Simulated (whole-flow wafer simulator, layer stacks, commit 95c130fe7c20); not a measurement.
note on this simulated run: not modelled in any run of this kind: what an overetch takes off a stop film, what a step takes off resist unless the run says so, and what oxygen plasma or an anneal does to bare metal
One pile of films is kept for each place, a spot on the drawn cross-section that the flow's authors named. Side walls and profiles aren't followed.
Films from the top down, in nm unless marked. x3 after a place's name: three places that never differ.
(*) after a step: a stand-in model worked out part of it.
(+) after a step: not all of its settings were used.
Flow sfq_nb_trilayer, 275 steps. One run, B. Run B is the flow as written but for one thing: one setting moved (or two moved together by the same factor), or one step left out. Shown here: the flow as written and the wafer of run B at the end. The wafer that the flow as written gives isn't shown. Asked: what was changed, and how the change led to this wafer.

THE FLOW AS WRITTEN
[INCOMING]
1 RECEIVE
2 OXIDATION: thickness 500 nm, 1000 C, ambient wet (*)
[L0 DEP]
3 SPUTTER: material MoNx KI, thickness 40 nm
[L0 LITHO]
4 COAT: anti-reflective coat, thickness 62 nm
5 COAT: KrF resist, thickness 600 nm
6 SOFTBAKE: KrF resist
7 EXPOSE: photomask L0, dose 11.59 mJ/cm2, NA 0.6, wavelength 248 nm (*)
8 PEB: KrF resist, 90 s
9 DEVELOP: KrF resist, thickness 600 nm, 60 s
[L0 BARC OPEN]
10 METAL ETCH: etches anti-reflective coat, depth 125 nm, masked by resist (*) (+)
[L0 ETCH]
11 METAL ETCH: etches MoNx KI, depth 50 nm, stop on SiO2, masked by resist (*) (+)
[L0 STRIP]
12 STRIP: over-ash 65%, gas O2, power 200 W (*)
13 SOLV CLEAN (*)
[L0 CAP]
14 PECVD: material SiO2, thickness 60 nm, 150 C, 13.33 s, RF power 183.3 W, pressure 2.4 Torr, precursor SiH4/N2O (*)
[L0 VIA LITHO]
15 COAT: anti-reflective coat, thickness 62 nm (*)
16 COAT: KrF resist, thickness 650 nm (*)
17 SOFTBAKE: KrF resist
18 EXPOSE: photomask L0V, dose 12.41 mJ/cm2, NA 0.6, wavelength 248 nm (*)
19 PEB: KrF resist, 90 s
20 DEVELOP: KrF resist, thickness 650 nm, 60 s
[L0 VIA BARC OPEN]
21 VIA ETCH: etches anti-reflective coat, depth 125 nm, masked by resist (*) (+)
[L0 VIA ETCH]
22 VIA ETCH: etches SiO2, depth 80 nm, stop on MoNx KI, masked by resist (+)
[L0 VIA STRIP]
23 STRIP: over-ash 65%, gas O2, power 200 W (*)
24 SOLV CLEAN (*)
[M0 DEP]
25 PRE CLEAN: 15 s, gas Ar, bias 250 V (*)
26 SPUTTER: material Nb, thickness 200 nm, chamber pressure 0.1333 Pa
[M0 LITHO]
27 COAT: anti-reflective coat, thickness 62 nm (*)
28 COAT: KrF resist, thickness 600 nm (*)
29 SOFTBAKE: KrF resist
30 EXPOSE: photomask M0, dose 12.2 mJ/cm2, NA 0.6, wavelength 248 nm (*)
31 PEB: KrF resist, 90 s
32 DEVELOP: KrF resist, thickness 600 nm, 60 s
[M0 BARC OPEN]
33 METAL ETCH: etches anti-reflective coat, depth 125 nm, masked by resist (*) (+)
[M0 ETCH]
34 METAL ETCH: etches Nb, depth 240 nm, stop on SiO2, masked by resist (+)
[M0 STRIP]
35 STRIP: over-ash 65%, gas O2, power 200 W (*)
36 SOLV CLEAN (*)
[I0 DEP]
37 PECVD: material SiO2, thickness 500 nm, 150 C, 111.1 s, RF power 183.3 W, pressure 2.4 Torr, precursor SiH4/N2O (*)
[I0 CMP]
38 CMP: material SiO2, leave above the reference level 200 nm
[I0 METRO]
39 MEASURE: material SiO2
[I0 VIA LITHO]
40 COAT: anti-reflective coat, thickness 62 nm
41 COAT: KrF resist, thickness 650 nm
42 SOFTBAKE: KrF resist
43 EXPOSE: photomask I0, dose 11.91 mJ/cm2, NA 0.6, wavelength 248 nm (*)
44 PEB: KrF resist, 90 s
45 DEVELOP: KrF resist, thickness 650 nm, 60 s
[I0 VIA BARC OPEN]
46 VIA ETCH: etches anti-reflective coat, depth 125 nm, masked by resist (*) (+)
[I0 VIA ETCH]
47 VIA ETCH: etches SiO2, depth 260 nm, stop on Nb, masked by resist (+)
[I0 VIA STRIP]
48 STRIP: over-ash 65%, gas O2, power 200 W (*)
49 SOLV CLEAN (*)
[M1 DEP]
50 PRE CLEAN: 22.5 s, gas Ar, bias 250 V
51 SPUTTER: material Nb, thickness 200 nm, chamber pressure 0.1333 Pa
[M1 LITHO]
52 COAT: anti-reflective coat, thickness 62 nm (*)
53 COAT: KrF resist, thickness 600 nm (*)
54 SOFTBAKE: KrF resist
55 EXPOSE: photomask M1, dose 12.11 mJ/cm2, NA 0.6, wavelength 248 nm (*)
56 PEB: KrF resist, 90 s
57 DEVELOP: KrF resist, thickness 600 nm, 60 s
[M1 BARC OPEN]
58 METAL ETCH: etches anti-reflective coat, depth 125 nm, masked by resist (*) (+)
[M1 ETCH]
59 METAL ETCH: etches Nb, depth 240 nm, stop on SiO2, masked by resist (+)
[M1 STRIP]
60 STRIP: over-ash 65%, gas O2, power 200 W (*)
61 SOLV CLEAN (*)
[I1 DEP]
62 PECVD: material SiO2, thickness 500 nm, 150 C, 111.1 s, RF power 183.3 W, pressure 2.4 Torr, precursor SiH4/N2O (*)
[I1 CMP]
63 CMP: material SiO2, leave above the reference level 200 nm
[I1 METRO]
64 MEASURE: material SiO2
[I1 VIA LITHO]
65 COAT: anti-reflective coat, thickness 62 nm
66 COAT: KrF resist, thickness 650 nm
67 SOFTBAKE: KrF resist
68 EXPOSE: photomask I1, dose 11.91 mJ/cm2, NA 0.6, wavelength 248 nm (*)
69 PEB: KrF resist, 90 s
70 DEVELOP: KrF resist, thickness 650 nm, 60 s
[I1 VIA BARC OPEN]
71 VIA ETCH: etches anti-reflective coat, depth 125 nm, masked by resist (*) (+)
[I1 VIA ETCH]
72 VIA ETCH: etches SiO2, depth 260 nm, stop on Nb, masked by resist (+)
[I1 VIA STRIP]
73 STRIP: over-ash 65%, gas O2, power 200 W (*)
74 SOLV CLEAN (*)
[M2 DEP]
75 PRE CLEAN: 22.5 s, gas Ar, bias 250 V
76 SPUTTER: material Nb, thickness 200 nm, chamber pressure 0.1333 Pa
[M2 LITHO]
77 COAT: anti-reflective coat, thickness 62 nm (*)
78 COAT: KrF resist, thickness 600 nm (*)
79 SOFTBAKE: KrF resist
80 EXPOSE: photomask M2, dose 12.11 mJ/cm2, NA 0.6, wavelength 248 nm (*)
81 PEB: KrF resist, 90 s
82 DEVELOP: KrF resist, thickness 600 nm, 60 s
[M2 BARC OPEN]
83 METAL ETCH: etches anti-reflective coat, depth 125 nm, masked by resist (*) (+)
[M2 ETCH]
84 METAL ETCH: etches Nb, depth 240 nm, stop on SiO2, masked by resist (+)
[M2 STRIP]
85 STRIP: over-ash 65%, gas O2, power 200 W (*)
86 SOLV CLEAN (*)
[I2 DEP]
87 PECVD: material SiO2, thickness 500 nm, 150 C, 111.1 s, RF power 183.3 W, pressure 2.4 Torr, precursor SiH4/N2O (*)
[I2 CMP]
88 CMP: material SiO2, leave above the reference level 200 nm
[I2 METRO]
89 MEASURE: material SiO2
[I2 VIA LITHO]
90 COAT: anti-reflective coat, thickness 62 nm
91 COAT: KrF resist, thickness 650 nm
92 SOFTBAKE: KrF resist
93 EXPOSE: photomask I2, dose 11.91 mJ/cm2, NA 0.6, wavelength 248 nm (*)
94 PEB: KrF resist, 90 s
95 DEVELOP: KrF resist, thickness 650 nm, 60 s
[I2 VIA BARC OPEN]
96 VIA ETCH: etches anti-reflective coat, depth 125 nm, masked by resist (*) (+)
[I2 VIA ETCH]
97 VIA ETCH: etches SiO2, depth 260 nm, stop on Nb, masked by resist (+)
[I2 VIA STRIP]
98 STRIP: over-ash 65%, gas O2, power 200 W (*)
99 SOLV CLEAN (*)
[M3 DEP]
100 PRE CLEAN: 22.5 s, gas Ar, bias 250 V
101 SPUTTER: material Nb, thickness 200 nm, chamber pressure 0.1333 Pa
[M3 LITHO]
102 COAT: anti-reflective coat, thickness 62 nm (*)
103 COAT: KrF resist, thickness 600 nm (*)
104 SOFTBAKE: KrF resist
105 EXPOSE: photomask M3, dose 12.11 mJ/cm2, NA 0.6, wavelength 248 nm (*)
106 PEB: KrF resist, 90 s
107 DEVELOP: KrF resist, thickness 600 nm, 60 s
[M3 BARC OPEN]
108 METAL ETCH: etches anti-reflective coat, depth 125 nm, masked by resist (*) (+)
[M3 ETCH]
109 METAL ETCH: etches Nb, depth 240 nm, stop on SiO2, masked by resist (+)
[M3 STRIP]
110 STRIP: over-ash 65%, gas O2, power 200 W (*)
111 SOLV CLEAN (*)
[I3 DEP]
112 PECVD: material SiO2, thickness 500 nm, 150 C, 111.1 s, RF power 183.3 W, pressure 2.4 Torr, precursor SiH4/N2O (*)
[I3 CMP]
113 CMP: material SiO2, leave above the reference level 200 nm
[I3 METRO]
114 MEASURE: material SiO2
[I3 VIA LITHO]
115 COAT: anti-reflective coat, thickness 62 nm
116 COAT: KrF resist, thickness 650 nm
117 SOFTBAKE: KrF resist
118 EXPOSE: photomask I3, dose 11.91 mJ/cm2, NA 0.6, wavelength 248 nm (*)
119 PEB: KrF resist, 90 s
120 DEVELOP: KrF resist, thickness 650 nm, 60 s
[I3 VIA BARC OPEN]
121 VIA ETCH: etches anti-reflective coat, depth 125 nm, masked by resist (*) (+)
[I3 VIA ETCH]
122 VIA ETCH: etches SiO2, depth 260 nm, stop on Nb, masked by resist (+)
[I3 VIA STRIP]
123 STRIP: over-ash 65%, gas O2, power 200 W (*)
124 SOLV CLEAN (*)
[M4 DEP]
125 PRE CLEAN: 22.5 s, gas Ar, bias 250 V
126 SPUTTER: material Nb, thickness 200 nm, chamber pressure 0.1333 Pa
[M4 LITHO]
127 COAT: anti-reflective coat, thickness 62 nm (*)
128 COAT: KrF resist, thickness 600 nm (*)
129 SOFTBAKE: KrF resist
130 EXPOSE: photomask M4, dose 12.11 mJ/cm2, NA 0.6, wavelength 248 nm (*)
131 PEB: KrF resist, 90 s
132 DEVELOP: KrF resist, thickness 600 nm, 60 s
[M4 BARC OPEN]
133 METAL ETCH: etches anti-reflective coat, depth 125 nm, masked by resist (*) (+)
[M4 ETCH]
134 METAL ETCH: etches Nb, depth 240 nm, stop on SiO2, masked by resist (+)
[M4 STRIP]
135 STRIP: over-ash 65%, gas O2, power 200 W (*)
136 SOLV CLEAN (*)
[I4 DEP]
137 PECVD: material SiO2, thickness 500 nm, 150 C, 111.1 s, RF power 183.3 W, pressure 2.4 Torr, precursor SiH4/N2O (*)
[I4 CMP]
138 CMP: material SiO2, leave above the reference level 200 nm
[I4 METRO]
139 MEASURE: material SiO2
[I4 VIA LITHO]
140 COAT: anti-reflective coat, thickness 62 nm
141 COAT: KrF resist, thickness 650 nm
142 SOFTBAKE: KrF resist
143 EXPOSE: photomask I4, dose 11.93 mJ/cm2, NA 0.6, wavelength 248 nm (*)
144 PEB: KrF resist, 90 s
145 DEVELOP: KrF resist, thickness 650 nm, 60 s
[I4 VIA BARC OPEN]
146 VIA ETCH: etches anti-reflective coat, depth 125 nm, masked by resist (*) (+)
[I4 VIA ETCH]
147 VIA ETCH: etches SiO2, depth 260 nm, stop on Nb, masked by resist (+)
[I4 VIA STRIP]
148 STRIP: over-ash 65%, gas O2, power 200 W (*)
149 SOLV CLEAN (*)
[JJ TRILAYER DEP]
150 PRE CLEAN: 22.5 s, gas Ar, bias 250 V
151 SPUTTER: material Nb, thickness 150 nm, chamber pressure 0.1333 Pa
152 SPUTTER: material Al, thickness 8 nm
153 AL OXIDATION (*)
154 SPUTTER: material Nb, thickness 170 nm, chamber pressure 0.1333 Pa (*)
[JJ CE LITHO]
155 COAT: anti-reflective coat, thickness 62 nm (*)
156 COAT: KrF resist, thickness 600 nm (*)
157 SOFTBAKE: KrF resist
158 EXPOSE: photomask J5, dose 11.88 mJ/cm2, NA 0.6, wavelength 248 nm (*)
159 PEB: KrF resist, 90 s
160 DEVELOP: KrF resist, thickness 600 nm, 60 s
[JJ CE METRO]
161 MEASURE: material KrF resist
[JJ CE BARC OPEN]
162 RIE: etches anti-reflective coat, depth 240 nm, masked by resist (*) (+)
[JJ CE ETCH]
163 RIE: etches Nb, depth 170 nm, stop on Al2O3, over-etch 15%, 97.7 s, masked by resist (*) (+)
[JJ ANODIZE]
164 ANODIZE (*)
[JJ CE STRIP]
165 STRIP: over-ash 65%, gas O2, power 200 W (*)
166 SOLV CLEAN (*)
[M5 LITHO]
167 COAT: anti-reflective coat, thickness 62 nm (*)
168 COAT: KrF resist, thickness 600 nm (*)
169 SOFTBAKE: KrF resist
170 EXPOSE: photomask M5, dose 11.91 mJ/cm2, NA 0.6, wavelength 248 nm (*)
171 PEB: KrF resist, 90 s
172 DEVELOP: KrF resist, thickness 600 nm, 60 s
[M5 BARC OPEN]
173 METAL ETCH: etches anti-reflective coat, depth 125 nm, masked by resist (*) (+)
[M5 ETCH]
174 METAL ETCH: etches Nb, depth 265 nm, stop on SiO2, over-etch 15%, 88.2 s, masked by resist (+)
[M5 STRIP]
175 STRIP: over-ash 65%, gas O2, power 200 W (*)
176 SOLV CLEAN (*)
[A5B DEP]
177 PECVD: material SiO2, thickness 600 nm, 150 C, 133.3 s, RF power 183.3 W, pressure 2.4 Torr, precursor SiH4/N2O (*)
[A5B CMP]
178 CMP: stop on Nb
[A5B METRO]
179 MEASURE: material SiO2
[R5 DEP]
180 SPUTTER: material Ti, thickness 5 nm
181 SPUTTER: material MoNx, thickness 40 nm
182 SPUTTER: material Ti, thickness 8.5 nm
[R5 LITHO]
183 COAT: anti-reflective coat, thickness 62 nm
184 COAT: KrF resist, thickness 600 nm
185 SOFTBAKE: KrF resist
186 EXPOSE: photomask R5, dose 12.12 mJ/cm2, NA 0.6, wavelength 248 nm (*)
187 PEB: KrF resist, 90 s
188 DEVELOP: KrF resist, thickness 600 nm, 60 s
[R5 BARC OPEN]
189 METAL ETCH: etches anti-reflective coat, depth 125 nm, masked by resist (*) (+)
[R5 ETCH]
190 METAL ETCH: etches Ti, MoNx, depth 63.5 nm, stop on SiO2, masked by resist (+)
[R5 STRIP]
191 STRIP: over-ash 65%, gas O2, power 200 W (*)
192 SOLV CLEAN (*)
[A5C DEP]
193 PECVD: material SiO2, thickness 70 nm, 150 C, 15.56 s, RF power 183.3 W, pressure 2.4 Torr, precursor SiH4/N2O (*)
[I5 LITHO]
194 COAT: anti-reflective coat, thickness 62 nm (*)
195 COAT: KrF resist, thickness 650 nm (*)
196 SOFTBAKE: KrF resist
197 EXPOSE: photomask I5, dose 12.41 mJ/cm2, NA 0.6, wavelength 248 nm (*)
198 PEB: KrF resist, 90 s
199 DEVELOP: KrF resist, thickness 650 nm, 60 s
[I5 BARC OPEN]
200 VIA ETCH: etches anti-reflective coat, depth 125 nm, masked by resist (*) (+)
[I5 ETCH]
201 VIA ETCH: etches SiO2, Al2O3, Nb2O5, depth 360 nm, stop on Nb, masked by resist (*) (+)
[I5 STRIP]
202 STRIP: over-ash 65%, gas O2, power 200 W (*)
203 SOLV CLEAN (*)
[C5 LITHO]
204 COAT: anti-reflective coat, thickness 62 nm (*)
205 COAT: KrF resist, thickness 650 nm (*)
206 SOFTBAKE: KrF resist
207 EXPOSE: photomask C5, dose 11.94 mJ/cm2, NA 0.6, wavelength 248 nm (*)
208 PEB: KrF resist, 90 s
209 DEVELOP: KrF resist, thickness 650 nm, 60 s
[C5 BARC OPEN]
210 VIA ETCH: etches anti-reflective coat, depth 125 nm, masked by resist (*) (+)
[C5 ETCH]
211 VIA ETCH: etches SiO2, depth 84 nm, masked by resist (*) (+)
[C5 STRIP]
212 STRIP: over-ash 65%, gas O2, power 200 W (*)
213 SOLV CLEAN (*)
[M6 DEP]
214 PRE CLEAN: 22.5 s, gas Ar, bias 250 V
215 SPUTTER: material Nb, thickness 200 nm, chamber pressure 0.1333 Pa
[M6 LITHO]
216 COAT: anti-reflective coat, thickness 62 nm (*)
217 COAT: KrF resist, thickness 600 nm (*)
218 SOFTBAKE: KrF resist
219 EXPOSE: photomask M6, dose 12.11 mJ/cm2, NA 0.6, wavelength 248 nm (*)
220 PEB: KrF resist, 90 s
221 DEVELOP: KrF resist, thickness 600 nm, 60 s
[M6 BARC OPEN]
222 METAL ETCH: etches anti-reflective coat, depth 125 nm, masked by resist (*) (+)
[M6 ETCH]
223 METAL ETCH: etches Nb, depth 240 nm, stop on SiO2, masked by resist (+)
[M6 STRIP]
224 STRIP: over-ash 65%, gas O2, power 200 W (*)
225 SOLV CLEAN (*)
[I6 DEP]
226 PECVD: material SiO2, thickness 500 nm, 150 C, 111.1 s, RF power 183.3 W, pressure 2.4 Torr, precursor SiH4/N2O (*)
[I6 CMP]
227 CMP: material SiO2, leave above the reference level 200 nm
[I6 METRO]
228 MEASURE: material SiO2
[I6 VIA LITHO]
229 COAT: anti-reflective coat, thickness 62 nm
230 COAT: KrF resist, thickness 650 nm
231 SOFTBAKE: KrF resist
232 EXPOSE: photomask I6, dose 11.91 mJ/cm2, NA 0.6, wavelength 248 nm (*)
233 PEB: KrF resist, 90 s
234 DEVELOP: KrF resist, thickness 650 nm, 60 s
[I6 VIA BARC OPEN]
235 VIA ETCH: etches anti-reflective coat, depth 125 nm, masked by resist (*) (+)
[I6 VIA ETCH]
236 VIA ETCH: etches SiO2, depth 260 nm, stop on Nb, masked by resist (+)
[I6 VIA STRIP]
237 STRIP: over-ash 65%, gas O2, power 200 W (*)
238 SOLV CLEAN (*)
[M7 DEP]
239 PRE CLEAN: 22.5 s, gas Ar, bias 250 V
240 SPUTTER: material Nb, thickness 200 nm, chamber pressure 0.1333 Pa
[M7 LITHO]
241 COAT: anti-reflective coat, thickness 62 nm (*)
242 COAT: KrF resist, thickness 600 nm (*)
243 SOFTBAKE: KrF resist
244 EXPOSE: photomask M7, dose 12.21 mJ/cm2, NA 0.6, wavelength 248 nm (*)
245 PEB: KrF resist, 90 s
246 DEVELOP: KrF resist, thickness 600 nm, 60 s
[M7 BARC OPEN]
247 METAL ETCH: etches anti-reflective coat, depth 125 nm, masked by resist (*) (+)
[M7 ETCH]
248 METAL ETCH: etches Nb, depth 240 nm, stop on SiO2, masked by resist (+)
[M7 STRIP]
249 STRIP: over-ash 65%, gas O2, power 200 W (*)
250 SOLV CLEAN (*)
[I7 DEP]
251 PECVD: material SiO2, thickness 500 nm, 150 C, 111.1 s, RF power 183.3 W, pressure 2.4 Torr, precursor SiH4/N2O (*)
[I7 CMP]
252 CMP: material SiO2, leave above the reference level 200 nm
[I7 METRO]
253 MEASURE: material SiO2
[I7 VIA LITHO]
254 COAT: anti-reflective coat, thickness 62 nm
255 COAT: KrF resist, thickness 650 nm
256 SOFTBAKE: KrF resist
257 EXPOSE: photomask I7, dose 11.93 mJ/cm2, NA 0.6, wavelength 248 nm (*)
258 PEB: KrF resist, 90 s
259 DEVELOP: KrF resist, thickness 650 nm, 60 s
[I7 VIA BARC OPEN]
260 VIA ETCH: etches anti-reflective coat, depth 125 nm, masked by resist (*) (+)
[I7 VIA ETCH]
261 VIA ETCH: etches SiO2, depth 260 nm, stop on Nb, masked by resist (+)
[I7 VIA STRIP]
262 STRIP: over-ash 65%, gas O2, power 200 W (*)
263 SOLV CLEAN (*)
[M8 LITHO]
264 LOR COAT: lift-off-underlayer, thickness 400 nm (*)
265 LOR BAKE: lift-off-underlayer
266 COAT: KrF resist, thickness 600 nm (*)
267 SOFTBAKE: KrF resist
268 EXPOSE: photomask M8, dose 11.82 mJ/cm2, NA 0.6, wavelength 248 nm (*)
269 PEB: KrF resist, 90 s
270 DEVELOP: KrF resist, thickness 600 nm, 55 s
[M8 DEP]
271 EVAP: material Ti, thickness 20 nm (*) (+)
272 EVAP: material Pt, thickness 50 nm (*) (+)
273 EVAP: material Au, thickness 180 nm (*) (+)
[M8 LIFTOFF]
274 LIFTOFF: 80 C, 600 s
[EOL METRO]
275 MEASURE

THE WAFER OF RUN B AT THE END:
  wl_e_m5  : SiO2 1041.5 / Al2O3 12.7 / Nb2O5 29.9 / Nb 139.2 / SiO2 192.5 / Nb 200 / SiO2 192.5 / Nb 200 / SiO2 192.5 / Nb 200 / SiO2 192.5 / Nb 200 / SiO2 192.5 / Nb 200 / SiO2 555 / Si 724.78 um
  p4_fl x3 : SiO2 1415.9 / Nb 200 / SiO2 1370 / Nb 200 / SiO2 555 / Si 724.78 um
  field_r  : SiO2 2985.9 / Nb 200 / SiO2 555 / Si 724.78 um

The cause: step 240, SPUTTER: thickness 240 nm was run, where the flow has thickness 200 nm.

How the change led to this, step by step:
  240 SPUTTER: material Nb, thickness 200 nm, chamber pressure 0.1333 Pa
      field_l, v_sur, via_wl and 102 more: Nb +240 (new film) (as written it would be: Nb +200 (new film))
      via_v: Nb +193.5 (as written it would be: Nb +161.1)
  241 COAT: anti-reflective coat, thickness 62 nm (*)
      via_v: anti-reflective coat +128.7 (new film) (as written it would be: anti-reflective coat +126 (new film))
  248 METAL ETCH: etches Nb, depth 240 nm, stop on SiO2, masked by resist (+)
      field_l, field_r, lsp_l and 62 more: Nb -240 (all of it) (as written it would be: Nb -200 (all of it))
  249 STRIP: over-ash 65%, gas O2, power 200 W (*)
      via_v: KrF resist -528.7 (all of it), anti-reflective coat -128.7 (all of it) (as written it would be: KrF resist -524.5 (all of it), anti-reflective coat -126 (all of it))
  251 PECVD: material SiO2, thickness 500 nm, 150 C, 111.1 s, RF power 183.3 W, pressure 2.4 Torr, precursor SiH4/N2O (*)
      m7r_space_l x2: SiO2 +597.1 (as written it would be: SiO2 +557.1)
  252 CMP: material SiO2, leave above the reference level 200 nm
      field_l, p4_fl x3, p4_w1 x9 and 46 more: SiO2 -60 (as written it would be: SiO2 -100)
      field_r, lsp_l: SiO2 -33.2 (as written it would be: SiO2 -77.7)
      (and at 3 more places)
